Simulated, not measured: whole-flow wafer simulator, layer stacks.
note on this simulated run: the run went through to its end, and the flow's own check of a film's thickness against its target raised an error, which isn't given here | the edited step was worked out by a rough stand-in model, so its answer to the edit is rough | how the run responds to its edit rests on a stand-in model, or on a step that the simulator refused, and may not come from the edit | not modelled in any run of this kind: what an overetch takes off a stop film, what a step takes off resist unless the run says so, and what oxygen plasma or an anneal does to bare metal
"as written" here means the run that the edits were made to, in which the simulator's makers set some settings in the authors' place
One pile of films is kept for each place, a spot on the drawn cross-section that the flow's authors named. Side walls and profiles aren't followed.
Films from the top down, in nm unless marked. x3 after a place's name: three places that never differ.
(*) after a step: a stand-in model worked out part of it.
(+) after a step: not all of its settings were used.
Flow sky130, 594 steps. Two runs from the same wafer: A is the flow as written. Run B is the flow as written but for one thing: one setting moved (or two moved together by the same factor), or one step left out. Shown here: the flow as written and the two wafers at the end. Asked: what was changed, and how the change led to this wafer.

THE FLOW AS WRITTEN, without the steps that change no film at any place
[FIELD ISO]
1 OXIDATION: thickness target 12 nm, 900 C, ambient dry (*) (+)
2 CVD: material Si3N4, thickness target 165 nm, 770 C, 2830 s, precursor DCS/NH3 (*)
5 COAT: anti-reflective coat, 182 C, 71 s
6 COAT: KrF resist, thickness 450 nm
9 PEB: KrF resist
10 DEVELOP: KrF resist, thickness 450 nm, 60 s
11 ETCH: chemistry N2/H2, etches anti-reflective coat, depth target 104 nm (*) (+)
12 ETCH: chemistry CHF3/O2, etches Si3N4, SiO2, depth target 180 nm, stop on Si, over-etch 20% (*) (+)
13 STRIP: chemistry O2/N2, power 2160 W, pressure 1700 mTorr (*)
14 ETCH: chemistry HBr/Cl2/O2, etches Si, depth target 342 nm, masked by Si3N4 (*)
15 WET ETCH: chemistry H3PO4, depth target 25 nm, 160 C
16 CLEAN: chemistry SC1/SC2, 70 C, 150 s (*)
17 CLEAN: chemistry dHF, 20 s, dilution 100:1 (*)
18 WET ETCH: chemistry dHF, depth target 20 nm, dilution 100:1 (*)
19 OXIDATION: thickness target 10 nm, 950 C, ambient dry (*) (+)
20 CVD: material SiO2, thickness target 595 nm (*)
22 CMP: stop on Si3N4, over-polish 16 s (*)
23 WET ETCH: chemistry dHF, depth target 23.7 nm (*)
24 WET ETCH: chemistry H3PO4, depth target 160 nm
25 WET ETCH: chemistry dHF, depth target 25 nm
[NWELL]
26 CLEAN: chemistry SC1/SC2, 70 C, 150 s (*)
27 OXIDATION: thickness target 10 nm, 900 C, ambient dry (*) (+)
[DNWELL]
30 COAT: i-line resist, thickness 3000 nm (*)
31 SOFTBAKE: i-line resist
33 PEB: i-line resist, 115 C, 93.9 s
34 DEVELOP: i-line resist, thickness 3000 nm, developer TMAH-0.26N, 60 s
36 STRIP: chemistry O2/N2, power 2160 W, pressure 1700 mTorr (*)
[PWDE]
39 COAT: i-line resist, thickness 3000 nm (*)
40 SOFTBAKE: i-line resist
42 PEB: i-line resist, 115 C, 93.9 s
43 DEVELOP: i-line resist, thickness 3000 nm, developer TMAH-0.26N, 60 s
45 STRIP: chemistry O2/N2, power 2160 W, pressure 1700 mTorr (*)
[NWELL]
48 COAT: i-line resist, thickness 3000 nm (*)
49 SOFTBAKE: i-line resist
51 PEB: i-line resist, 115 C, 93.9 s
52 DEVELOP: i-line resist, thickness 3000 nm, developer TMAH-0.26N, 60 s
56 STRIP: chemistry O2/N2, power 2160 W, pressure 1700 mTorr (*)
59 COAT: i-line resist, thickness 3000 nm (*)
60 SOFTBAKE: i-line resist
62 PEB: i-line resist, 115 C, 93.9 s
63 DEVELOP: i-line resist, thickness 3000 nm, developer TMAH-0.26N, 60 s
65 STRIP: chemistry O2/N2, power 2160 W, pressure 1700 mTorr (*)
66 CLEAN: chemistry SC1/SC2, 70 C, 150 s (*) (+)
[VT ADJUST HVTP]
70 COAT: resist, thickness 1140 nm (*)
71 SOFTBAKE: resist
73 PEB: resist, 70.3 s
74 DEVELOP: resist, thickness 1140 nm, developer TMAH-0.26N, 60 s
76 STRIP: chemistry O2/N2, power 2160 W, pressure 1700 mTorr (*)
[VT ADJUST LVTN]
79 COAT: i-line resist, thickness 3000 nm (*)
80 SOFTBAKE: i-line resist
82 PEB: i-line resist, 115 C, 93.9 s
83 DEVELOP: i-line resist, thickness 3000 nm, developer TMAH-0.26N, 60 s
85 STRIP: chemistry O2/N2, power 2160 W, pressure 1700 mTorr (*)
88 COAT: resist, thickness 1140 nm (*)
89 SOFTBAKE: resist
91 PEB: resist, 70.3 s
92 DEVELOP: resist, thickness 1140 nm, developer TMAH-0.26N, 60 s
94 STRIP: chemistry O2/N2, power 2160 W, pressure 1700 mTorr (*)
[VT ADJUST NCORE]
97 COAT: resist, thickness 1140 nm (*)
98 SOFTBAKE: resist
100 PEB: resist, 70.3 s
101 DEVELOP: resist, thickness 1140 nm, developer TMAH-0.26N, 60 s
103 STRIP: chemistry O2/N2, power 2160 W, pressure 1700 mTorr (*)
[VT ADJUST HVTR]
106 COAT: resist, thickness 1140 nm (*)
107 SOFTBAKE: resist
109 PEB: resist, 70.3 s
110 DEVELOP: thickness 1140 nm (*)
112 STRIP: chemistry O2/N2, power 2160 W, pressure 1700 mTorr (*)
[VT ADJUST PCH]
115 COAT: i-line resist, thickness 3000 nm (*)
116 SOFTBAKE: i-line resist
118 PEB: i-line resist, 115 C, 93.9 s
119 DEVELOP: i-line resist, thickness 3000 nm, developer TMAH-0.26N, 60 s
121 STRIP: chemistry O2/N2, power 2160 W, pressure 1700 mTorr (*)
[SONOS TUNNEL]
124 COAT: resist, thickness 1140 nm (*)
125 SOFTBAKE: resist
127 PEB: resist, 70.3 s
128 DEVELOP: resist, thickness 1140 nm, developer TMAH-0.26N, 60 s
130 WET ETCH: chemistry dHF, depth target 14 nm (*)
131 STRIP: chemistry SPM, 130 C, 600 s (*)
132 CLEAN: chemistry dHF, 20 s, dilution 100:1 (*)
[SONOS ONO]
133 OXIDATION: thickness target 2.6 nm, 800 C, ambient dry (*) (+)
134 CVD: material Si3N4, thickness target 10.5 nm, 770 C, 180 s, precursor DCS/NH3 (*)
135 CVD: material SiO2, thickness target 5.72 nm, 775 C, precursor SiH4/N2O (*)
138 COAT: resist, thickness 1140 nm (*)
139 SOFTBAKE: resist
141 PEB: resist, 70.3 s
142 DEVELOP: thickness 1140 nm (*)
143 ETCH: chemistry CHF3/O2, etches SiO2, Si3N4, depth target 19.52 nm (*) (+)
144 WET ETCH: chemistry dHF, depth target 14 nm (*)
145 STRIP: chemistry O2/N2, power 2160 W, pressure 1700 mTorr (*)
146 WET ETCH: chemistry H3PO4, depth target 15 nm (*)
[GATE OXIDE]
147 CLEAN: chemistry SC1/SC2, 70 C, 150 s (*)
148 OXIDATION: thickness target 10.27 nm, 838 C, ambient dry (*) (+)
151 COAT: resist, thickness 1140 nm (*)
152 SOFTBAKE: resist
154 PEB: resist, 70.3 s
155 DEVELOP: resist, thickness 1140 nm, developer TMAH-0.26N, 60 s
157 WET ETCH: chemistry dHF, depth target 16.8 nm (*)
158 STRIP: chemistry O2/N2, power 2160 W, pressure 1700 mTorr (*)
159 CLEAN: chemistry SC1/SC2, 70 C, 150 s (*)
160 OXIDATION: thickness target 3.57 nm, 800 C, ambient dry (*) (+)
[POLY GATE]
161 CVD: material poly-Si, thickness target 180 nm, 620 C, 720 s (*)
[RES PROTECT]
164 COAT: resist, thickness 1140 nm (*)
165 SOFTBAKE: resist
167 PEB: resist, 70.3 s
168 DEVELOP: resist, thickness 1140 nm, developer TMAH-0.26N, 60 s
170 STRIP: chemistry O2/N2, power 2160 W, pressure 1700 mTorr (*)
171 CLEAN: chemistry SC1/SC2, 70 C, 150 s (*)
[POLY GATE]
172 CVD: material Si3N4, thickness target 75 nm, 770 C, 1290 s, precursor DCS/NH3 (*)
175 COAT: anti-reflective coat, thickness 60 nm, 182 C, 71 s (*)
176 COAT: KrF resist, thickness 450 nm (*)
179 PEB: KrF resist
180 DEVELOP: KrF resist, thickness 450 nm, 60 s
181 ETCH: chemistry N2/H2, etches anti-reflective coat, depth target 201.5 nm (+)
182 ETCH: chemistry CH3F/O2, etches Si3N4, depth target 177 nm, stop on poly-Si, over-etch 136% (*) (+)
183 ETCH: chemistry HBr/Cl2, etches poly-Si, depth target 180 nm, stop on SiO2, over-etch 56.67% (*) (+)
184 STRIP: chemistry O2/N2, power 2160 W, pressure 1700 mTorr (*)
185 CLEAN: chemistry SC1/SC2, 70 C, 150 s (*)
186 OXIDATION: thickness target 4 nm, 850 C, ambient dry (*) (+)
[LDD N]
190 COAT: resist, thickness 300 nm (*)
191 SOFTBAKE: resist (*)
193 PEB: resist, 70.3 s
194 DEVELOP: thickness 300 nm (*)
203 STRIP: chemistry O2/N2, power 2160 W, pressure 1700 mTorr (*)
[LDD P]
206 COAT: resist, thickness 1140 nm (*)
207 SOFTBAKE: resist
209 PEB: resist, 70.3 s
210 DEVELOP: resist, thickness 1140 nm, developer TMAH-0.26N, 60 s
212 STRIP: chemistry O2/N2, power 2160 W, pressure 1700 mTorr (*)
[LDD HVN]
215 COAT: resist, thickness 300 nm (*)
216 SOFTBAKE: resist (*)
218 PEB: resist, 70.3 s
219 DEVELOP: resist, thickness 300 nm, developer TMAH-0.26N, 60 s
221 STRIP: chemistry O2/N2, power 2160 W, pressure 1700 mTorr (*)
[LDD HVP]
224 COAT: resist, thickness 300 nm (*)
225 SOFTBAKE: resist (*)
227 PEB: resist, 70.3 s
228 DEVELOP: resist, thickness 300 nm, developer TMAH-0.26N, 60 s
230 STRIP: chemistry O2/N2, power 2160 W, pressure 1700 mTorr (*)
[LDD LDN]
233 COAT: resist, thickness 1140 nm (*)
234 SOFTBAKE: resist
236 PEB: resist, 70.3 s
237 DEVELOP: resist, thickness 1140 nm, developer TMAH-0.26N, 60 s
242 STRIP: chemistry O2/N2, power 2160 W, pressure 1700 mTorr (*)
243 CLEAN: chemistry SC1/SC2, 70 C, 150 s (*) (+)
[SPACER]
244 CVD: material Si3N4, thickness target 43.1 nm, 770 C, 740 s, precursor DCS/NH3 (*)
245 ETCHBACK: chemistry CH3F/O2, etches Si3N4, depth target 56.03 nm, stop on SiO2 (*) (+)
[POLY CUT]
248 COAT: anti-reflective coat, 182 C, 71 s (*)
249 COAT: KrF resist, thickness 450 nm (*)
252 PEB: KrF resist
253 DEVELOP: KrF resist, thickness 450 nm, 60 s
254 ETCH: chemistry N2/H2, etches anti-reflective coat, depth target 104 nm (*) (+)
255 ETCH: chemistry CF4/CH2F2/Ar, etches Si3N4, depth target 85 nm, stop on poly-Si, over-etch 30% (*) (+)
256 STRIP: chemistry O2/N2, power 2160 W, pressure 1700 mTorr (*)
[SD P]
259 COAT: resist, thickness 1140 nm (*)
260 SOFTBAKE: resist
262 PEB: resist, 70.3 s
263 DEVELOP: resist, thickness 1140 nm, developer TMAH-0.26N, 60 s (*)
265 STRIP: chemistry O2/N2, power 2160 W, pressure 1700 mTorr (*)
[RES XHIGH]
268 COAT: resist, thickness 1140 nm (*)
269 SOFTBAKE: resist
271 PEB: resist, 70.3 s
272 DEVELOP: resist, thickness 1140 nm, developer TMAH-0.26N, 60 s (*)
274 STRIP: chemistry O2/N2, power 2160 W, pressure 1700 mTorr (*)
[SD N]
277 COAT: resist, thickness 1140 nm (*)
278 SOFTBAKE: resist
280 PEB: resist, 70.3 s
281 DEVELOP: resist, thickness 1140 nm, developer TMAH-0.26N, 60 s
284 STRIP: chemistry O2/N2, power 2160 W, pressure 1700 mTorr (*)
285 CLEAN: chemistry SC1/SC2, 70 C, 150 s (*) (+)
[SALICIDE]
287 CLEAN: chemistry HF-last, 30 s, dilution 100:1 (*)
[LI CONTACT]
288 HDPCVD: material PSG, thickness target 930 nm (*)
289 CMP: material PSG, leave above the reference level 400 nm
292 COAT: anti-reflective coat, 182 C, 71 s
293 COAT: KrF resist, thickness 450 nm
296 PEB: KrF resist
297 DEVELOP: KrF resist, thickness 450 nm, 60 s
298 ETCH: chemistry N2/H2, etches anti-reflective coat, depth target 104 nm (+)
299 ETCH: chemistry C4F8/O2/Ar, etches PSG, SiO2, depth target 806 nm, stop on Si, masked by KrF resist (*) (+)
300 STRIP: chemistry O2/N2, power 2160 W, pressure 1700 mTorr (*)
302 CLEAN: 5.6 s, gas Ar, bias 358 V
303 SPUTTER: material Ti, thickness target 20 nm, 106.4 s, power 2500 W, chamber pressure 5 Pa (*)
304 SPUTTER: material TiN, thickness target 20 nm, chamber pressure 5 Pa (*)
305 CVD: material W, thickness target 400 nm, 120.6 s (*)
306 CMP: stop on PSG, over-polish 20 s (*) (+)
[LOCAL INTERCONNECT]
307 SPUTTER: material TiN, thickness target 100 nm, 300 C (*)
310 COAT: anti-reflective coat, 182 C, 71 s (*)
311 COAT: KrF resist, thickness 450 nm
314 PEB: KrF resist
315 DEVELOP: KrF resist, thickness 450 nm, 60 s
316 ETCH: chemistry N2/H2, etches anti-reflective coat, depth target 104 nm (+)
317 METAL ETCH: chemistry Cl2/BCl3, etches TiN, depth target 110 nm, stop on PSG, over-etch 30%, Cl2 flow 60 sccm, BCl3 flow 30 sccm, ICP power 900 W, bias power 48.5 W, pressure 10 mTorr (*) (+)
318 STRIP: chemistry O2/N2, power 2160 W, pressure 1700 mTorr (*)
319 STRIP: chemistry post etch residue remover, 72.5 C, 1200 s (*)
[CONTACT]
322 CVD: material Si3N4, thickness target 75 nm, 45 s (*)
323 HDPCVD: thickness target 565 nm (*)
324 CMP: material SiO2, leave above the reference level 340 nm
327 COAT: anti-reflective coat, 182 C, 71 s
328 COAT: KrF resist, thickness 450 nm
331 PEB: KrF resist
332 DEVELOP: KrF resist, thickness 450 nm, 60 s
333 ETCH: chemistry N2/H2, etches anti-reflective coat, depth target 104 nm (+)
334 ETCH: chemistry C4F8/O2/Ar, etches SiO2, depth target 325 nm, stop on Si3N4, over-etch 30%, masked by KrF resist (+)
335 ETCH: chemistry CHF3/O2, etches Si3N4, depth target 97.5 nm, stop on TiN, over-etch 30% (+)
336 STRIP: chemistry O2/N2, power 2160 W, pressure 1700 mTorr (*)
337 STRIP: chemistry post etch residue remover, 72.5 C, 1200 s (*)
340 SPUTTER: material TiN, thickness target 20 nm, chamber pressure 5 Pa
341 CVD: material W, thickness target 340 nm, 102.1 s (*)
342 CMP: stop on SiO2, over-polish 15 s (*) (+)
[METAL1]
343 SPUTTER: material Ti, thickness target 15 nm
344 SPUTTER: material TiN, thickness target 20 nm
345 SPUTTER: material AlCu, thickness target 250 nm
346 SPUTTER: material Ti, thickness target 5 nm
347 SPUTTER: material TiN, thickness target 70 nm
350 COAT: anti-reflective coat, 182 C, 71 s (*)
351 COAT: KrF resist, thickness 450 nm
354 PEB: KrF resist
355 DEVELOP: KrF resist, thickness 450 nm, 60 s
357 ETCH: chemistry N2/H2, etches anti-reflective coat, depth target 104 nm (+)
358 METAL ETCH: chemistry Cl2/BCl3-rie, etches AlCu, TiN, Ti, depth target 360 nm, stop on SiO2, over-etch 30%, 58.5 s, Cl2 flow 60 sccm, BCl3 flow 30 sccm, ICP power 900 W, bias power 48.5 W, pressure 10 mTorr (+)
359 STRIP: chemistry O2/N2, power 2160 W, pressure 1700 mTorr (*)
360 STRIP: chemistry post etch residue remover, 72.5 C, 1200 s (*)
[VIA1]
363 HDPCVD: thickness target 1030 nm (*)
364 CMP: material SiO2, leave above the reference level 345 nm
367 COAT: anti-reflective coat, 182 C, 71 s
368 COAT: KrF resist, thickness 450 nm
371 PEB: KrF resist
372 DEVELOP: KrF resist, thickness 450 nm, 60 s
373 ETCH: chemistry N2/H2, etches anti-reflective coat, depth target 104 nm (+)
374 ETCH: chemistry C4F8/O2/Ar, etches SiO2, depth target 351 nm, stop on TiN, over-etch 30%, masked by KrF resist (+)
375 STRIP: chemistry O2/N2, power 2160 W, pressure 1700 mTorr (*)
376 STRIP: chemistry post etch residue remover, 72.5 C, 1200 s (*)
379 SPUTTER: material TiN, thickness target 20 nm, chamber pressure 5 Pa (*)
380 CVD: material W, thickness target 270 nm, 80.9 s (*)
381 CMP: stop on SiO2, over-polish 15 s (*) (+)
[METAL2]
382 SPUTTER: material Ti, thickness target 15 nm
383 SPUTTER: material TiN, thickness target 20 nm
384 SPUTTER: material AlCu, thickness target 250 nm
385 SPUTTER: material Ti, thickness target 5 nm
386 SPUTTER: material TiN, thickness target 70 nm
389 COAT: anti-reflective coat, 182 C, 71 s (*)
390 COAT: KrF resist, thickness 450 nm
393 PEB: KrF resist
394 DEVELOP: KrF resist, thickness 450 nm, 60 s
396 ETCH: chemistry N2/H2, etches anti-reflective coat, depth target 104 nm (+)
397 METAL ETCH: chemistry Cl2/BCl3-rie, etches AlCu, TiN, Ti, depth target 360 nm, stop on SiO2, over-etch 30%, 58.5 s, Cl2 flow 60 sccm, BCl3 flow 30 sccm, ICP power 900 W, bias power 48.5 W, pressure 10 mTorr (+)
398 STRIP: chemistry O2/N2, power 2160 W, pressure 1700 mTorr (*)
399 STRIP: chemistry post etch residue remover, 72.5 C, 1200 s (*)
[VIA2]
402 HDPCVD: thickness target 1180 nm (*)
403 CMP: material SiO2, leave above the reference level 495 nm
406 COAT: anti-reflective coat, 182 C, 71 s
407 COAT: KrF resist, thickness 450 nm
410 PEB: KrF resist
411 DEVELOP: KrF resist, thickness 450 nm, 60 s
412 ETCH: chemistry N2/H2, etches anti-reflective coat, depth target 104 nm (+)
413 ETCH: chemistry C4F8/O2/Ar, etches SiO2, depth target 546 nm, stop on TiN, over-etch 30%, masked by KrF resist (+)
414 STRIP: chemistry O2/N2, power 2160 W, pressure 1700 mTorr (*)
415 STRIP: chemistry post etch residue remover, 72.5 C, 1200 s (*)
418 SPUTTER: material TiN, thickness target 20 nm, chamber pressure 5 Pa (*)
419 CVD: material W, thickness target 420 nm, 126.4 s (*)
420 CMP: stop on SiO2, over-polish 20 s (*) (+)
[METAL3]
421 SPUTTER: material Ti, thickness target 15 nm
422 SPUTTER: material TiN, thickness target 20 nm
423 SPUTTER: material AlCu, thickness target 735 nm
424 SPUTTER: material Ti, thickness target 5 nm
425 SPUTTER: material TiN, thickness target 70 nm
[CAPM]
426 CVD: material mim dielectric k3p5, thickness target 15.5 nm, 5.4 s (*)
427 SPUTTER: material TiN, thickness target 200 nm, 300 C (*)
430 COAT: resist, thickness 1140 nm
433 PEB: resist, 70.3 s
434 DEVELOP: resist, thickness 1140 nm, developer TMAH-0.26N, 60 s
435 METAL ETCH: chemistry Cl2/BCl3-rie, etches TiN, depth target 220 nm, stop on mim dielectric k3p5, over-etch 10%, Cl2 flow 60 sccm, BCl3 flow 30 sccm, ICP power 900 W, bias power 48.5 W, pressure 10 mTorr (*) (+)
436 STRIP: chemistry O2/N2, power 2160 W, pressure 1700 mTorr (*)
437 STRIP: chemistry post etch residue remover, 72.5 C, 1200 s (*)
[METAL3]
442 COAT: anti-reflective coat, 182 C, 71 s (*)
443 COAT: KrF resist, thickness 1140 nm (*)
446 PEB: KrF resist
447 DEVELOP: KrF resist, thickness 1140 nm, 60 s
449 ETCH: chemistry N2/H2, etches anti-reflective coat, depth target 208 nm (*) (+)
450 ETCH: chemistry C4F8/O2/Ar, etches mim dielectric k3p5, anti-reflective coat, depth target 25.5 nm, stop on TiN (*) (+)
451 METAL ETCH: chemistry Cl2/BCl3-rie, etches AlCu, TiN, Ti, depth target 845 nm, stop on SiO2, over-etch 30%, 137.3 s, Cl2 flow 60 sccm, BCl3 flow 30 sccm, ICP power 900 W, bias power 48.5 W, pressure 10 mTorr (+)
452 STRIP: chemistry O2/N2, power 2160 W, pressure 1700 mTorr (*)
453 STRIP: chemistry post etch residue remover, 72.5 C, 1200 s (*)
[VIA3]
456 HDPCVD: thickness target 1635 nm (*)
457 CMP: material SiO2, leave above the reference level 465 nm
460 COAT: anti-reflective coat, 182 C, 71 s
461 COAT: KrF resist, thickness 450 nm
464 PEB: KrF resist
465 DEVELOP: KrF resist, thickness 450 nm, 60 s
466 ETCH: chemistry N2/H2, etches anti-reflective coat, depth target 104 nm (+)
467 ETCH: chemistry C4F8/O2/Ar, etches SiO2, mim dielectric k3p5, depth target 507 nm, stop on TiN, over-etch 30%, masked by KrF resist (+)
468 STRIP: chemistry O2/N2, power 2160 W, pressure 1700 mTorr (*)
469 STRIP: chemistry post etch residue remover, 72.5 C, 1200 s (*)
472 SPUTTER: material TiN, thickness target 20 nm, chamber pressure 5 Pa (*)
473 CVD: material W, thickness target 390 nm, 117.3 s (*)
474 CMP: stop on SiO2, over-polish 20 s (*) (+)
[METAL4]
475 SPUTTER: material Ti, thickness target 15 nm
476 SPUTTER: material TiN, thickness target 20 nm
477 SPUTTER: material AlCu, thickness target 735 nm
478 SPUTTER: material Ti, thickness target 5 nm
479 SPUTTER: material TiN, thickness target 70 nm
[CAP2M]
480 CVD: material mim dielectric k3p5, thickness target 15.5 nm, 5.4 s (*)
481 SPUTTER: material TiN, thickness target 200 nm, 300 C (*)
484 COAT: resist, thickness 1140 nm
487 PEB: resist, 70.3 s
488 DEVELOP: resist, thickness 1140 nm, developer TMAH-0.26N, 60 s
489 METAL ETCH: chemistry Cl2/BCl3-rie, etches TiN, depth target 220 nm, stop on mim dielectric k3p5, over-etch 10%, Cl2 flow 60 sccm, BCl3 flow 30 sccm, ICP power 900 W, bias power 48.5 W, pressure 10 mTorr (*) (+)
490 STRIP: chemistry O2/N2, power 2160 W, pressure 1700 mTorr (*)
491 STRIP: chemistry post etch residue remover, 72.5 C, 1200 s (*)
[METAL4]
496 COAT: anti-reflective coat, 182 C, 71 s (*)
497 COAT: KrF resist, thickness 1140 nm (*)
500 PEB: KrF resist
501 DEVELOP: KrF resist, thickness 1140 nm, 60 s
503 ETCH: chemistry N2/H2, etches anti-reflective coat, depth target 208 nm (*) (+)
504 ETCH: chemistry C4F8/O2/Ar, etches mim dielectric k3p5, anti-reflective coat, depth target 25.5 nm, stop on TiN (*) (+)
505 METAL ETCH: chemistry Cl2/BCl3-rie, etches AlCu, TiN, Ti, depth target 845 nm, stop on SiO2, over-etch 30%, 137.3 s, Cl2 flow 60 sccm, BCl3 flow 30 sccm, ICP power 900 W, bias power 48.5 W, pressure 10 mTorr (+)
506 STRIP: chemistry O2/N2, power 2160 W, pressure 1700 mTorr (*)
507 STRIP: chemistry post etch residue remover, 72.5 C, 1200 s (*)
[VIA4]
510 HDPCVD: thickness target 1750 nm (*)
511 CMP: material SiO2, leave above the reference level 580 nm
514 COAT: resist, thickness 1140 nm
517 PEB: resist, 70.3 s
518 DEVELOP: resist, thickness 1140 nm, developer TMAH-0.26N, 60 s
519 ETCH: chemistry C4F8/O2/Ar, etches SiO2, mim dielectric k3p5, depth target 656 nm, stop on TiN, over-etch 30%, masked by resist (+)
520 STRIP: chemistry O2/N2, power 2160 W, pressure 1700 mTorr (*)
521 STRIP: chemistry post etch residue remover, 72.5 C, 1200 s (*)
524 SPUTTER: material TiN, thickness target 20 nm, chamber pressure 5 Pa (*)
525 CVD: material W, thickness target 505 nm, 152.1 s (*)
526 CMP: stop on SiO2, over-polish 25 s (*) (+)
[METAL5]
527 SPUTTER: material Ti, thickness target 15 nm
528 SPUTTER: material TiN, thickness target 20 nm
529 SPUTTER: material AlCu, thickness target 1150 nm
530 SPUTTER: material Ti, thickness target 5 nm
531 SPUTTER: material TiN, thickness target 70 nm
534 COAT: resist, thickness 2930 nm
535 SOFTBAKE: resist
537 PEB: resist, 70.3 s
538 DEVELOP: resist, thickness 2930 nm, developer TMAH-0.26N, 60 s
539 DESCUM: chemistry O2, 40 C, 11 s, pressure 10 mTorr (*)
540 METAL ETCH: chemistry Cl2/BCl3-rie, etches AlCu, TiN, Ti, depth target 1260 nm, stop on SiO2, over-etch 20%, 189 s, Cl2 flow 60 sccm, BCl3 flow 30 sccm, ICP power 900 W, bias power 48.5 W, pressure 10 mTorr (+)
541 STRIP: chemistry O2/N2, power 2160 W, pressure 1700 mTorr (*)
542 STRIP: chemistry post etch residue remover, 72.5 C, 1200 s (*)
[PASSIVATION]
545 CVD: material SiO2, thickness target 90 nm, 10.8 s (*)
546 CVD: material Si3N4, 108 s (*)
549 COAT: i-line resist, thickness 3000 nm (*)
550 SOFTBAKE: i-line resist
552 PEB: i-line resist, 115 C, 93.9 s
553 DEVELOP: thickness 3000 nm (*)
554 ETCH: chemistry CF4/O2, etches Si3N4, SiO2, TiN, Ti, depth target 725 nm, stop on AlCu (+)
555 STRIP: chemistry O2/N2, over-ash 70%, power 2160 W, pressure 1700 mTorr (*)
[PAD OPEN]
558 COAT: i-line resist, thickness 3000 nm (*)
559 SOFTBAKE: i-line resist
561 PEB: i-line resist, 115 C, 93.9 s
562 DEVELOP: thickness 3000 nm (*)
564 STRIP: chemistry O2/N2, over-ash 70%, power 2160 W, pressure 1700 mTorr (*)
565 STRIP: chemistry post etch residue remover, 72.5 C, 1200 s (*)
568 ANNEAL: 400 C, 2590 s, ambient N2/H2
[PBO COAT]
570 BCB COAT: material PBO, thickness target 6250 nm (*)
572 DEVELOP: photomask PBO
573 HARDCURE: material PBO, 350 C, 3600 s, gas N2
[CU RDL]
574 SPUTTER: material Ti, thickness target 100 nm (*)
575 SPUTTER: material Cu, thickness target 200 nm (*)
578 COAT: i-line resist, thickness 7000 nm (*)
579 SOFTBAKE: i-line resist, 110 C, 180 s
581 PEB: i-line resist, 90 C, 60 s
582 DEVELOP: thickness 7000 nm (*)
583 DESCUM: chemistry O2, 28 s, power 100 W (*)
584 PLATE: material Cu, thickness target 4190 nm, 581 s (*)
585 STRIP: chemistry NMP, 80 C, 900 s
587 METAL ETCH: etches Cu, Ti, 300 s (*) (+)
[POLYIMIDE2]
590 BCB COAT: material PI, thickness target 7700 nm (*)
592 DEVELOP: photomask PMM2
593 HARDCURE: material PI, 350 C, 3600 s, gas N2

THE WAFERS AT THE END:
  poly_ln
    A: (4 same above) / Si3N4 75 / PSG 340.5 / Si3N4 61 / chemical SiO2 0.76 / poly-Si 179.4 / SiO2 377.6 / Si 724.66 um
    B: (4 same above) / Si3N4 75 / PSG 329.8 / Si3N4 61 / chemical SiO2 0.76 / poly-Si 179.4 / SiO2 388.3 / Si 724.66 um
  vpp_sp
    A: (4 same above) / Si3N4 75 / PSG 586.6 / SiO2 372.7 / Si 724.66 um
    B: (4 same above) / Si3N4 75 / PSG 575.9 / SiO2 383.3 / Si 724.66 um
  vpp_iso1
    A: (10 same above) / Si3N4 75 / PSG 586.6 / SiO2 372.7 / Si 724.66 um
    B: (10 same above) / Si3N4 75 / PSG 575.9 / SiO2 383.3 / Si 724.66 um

The cause: step 23, WET ETCH: depth target 13 nm was run, where the flow has depth target 23.7 nm.

How the change led to this, step by step:
  23 WET ETCH: chemistry dHF, depth target 23.7 nm (*)
      active, n_well, p_well and 100 more: A Si3N4 -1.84 | B Si3N4 -1.04
      field, mim, iso_guard and 84 more: A SiO2 -23.7 | B SiO2 -13
  31 SOFTBAKE: i-line resist
      gate_p_g5v0, sonos_guard_x: A i-line resist +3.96 | B i-line resist +4.57
      field: A i-line resist +3.23 | B i-line resist +3.74
      (and at 77 more places)
  40 SOFTBAKE: i-line resist
      gate_p_g5v0, sonos_guard_x: A i-line resist +3.96 | B i-line resist +4.57
      field: A i-line resist +3.23 | B i-line resist +3.74
      (and at 77 more places)
  49 SOFTBAKE: i-line resist
      gate_p_g5v0, sonos_guard_x: A i-line resist +3.96 | B i-line resist +4.57
      field: A i-line resist +3.23 | B i-line resist +3.74
      (and at 77 more places)
  60 SOFTBAKE: i-line resist
      gate_p_g5v0, sonos_guard_x: A i-line resist +3.96 | B i-line resist +4.57
      field: A i-line resist +3.23 | B i-line resist +3.74
      (and at 77 more places)
  71 SOFTBAKE: resist
      drift_dnw_fp: A resist -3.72 | B resist -4.25
      gate_hv_pwblk: A resist +4.5 | B resist +5.18
      (and at 7 more places)
  80 SOFTBAKE: i-line resist
      active: A i-line resist +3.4 | B i-line resist +3.93
      spacer: A i-line resist +3.5 | B i-line resist +4.05
      (and at 78 more places)
  89 SOFTBAKE: resist
      drift_dnw_fp: A resist -3.72 | B resist -4.25
      gate_hv_pwblk: A resist +4.5 | B resist +5.18
      (and at 7 more places)
  98 SOFTBAKE: resist
      drift_dnw_fp: A resist -3.72 | B resist -4.25
      gate_hv_pwblk: A resist +4.5 | B resist +5.18
      (and at 7 more places)
  107 SOFTBAKE: resist
      drift_dnw_fp: A resist -3.72 | B resist -4.25
      gate_hv_pwblk: A resist +4.5 | B resist +5.18
      (and at 7 more places)
  116 SOFTBAKE: i-line resist
      active: A i-line resist +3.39 | B i-line resist +3.92
      spacer: A i-line resist +3.5 | B i-line resist +4.04
      (and at 78 more places)
  125 SOFTBAKE: resist
      drift_dnw_fp: A resist -3.72 | B resist -4.25
      gate_hv_pwblk: A resist +4.5 | B resist +5.18
      (and at 7 more places)
  139 SOFTBAKE: resist
      poly_endcap: A resist +0.42 | B resist -0.94
      drift_dnw_fp: A resist -3.62 | B resist -4.14
      (and at 8 more places)
  152 SOFTBAKE: resist
      drift_dnw_fp: A resist -2.98 | B resist -3.51
      gate_hv_pwblk: A resist +3.56 | B resist +4.24
      (and at 8 more places)
  161 CVD: material poly-Si, thickness target 180 nm, 620 C, 720 s (*)
      ndiff_dn: A poly-Si +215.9 (new film) | B poly-Si +226.5 (new film)
  165 SOFTBAKE: resist
      gate_hv_pwblk: A resist +3.31 | B resist +3.97
      gate_hv_iso: A resist +3.1 | B resist +3.7
      (and at 3 more places)
  ... 23 more steps ...
  306 CMP: stop on PSG, over-polish 20 s (*) (+)
      poly_licon: A W -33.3 | B W -44
